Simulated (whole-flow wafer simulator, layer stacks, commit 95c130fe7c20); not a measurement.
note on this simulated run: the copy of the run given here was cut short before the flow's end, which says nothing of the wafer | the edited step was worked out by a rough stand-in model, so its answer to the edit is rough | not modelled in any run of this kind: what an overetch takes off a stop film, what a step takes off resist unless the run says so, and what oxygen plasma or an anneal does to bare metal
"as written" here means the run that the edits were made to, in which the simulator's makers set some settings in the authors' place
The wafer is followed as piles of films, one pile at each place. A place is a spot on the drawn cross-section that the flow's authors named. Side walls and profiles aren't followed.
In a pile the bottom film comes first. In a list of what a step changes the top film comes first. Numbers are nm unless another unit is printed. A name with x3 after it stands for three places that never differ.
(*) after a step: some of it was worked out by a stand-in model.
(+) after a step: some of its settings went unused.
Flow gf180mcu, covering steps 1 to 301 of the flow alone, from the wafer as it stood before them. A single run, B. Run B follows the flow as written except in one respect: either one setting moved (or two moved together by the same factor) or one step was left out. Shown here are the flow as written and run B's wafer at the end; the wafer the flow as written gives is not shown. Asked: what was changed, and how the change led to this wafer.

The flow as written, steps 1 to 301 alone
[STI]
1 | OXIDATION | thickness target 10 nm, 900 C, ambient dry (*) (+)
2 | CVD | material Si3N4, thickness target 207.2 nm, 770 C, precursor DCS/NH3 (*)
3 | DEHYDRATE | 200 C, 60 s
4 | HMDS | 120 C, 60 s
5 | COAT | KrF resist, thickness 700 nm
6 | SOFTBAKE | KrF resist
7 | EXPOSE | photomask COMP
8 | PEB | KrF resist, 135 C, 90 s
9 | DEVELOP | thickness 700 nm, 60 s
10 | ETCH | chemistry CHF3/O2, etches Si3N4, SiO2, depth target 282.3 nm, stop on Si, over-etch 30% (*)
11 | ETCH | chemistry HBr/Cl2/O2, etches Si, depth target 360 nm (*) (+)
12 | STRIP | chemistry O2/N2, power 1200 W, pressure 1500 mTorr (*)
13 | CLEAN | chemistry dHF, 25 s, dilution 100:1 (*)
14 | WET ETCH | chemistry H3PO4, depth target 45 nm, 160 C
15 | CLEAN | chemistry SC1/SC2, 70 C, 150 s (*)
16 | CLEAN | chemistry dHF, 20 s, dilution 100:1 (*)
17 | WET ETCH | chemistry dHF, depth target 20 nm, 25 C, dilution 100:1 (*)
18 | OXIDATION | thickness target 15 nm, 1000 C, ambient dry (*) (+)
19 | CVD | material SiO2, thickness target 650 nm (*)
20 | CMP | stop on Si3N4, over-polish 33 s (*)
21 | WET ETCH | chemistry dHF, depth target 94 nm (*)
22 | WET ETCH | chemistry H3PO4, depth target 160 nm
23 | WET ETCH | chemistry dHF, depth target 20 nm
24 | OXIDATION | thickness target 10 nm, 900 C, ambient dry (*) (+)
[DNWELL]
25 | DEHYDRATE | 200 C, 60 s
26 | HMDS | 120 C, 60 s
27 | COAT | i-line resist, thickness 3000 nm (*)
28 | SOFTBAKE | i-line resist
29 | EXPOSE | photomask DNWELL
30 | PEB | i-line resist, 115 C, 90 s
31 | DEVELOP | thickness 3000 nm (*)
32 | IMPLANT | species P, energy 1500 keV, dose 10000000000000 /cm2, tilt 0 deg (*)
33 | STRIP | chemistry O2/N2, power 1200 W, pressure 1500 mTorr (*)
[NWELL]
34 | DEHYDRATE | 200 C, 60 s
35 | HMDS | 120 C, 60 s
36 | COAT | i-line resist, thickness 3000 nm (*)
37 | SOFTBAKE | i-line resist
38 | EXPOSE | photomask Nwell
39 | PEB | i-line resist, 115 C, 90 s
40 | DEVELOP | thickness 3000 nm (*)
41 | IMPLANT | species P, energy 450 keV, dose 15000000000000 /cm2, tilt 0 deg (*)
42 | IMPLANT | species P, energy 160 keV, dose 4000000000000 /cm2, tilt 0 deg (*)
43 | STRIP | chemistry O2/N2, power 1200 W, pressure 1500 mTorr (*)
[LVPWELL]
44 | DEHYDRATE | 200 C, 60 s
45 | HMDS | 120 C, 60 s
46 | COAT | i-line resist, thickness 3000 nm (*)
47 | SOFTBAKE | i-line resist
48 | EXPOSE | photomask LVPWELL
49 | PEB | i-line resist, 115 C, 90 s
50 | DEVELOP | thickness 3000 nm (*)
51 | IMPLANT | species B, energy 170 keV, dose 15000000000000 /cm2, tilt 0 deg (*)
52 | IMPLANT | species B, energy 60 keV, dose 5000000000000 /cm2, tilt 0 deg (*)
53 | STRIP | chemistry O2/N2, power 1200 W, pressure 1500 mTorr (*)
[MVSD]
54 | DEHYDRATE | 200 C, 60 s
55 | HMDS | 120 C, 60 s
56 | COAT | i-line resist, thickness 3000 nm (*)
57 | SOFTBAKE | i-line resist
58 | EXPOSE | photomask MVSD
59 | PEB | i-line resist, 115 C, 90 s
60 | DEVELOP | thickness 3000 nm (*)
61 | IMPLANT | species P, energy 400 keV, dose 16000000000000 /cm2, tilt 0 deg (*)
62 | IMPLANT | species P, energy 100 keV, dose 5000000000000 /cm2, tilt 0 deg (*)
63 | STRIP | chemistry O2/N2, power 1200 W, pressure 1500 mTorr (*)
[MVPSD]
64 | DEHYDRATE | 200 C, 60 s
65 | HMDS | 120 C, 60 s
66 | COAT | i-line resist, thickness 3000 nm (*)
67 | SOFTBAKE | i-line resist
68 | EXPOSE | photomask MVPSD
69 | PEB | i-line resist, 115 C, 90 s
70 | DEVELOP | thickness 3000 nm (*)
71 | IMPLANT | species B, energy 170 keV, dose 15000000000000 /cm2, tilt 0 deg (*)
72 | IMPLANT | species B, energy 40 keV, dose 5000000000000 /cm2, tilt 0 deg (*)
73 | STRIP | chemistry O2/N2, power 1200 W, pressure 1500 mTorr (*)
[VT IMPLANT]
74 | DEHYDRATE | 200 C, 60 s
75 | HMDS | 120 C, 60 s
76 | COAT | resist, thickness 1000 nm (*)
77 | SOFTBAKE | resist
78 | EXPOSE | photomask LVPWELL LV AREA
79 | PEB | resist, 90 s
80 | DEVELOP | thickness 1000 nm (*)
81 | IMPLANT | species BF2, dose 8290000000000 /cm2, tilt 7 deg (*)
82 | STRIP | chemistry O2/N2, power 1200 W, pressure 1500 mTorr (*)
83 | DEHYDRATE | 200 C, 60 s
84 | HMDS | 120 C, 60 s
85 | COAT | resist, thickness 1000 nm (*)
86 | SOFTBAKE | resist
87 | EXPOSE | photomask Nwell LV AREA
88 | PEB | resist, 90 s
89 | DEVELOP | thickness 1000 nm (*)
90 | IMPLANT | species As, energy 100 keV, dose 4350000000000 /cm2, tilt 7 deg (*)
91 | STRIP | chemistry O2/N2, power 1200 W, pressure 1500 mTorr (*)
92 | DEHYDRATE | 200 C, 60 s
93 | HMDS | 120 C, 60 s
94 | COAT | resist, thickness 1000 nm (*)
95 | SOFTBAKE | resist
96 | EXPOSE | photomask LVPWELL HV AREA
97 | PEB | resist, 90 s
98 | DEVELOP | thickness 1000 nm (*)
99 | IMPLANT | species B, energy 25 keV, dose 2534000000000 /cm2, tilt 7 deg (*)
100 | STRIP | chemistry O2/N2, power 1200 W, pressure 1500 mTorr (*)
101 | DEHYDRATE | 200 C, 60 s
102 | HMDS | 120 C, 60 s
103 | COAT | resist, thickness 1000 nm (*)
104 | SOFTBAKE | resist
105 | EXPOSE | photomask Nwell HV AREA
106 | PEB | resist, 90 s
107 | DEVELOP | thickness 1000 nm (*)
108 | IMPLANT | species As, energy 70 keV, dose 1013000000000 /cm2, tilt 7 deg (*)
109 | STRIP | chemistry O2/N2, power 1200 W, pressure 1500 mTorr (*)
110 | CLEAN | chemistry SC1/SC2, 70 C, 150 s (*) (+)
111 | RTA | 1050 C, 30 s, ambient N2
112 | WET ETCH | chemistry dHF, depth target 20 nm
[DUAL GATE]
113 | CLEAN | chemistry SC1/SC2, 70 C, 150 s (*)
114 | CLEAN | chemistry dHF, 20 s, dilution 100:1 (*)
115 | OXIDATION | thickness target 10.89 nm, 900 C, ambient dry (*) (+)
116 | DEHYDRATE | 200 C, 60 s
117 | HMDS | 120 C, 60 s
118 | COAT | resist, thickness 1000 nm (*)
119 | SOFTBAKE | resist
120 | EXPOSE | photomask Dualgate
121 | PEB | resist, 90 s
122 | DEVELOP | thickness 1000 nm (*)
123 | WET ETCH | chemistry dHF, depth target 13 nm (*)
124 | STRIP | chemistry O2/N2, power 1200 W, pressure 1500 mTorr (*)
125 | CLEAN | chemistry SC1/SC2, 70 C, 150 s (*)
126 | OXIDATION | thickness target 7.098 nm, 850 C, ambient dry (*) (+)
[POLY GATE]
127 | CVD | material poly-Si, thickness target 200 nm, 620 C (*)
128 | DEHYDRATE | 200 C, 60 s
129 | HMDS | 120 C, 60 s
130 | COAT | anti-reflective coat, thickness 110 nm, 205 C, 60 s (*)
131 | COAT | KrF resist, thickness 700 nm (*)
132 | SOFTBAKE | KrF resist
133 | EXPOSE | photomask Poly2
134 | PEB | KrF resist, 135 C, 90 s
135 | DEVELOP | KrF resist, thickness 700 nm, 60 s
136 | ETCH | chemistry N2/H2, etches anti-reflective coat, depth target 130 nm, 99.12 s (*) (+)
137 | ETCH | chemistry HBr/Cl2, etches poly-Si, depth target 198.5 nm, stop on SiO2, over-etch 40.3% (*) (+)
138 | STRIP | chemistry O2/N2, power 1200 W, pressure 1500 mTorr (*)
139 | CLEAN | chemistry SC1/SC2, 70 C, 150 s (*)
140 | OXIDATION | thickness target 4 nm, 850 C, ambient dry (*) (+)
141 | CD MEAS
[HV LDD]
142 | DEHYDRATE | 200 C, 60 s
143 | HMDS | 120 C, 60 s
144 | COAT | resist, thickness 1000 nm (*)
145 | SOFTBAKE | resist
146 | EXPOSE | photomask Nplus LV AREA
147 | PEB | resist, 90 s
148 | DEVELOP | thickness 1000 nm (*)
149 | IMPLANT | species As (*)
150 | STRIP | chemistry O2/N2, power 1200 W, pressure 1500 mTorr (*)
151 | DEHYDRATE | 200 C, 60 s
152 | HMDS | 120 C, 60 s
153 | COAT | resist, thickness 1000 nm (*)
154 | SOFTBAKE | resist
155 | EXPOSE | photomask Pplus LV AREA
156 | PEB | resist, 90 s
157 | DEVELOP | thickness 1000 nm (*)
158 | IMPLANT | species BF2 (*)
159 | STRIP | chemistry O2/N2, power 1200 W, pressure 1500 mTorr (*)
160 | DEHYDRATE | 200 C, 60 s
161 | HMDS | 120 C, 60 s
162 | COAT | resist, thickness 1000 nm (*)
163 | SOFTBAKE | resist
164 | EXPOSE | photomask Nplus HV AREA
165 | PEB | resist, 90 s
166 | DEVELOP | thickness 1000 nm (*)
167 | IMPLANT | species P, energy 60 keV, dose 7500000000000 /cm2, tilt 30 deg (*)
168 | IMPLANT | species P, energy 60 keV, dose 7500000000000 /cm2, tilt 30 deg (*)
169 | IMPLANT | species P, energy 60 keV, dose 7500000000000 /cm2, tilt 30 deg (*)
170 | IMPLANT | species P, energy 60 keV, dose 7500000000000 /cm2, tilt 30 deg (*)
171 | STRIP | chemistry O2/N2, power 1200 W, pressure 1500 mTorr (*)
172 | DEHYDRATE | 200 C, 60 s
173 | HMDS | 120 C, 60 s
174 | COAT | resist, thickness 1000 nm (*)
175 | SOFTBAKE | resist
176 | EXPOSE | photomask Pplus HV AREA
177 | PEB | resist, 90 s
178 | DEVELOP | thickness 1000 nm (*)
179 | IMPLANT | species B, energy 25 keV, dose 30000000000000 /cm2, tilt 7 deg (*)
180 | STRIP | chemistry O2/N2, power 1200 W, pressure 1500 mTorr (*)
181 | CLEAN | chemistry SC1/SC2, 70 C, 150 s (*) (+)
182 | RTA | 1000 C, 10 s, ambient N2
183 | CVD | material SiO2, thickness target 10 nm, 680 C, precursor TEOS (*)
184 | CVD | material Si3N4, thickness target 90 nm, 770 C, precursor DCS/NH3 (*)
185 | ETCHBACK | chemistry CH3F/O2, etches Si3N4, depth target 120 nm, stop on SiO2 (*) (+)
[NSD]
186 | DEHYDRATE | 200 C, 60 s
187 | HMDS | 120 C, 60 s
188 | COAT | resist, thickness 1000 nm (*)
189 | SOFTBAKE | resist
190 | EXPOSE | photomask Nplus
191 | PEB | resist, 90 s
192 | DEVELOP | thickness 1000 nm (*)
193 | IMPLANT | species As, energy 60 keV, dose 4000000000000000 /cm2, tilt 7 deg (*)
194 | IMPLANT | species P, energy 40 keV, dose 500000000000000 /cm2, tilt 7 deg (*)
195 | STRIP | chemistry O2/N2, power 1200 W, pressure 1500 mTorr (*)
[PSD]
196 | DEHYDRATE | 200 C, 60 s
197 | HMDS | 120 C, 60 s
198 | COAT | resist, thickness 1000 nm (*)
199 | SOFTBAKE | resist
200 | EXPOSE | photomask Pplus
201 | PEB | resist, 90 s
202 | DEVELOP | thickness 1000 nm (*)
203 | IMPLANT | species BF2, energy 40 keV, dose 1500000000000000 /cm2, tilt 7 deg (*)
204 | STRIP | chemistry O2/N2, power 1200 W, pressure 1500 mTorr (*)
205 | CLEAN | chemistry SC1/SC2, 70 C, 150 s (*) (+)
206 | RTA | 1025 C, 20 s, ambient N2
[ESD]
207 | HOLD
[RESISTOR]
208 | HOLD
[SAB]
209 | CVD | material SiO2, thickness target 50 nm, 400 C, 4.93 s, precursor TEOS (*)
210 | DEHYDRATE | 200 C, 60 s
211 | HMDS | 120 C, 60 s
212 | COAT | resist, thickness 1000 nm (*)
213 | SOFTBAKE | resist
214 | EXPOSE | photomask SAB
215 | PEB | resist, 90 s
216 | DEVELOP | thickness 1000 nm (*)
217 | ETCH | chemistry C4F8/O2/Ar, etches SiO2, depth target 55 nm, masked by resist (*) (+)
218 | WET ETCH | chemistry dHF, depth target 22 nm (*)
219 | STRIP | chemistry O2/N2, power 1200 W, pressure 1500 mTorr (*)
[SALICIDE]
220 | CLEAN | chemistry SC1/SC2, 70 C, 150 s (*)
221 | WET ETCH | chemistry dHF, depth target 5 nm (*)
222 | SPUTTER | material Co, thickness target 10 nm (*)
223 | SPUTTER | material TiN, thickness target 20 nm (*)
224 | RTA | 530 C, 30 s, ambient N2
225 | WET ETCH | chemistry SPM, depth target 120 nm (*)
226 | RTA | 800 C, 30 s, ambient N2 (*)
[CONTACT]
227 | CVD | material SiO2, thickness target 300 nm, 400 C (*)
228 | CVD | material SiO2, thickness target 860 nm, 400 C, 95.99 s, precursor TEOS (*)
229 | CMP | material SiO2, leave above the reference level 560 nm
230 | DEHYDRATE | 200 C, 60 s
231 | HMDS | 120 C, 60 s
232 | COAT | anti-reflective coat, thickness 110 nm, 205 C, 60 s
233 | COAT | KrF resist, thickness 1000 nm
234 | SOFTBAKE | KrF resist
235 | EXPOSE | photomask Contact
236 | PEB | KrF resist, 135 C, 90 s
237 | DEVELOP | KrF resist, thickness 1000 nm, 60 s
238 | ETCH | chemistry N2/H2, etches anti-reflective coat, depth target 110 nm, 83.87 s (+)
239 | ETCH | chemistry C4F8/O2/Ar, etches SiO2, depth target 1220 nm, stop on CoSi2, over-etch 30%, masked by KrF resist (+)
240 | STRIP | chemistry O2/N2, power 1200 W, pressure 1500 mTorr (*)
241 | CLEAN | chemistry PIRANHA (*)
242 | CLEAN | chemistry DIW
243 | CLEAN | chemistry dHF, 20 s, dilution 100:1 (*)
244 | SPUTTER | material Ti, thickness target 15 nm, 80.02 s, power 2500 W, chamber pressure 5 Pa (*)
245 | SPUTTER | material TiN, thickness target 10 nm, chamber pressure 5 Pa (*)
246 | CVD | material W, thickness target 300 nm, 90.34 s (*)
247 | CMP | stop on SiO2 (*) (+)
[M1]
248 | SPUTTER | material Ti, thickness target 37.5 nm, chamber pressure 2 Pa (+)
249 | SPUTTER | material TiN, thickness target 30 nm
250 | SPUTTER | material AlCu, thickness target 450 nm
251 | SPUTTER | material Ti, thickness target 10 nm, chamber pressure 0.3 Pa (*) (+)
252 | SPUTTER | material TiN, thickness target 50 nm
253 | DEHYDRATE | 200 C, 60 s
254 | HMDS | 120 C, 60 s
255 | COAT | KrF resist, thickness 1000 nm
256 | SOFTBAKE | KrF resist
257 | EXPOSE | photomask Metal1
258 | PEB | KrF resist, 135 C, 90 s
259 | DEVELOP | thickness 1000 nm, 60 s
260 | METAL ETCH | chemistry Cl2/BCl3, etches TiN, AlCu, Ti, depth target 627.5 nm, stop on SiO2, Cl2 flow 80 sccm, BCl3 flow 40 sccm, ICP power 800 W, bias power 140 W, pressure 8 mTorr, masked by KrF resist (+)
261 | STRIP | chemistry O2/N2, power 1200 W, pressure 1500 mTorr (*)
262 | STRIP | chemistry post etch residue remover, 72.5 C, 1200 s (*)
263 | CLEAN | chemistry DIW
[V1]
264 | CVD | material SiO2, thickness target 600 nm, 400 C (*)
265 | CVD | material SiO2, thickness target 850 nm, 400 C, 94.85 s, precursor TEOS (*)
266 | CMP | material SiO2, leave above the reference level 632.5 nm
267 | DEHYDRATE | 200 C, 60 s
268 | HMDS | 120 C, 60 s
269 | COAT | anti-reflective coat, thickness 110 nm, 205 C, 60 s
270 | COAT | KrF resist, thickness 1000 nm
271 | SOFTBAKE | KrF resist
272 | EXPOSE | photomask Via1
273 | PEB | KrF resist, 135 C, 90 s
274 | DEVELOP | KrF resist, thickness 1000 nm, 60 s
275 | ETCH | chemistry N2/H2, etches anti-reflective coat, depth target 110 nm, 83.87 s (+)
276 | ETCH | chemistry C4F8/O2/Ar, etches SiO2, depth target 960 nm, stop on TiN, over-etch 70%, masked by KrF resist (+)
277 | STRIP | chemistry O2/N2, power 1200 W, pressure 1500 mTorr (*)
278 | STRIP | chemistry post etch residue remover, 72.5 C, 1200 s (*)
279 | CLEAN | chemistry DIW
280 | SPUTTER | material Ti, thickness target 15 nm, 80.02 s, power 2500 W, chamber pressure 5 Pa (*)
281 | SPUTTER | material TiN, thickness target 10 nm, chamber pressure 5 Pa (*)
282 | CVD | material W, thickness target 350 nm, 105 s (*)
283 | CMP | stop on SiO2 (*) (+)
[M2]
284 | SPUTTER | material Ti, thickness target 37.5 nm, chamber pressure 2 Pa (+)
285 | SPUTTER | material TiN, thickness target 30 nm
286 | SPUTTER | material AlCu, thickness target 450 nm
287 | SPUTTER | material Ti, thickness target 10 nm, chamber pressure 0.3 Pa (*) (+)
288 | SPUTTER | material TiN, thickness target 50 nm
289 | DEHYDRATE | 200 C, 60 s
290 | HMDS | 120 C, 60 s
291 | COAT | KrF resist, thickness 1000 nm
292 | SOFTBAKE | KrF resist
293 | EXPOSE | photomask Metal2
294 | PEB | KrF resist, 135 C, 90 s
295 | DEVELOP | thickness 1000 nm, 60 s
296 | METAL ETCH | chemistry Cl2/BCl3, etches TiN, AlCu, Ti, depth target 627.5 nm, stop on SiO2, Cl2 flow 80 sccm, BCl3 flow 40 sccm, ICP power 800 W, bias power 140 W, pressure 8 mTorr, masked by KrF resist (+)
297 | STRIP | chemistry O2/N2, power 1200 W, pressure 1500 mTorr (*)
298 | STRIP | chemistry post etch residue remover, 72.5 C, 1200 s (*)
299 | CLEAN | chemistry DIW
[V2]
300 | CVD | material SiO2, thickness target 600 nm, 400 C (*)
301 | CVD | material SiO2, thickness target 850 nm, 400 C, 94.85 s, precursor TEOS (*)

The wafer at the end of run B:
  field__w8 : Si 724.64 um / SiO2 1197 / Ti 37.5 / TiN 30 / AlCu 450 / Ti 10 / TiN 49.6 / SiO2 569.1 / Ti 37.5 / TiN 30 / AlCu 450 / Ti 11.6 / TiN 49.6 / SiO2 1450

The reason: step 287, SPUTTER: thickness target 11.6 nm was run, whereas the flow has thickness target 10 nm.
The wafer lets one read it off: field__w8 has Ti 11.6, and step 287 as written asks for 10 nm.

How this came from the change, step by step:
  287 | SPUTTER | material Ti, thickness target 10 nm, chamber pressure 0.3 Pa (*) (+)
      field, field__w1, field__w2 and 108 more: Ti gains 11.6 (new film) (in the flow as written it would be: Ti gains 10 (new film))
  296 | METAL ETCH | chemistry Cl2/BCl3, etches TiN, AlCu, Ti, depth target 627.5 nm, stop on SiO2, Cl2 flow 80 sccm, BCl3 flow 40 sccm, ICP power 800 W, bias power 140 W, pressure 8 mTorr, masked by KrF resist (+)
      field, field__w1, field__w2 and 103 more: TiN loses 50 (all of it), Ti loses 11.6 (all of it), AlCu loses 450 (all of it), TiN loses 30 (all of it), Ti loses 37.5 (all of it) (in the flow as written it would be: TiN loses 50 (all of it), Ti loses 10 (all of it), AlCu loses 450 (all of it), TiN loses 30 (all of it), Ti loses 37.5 (all of it))
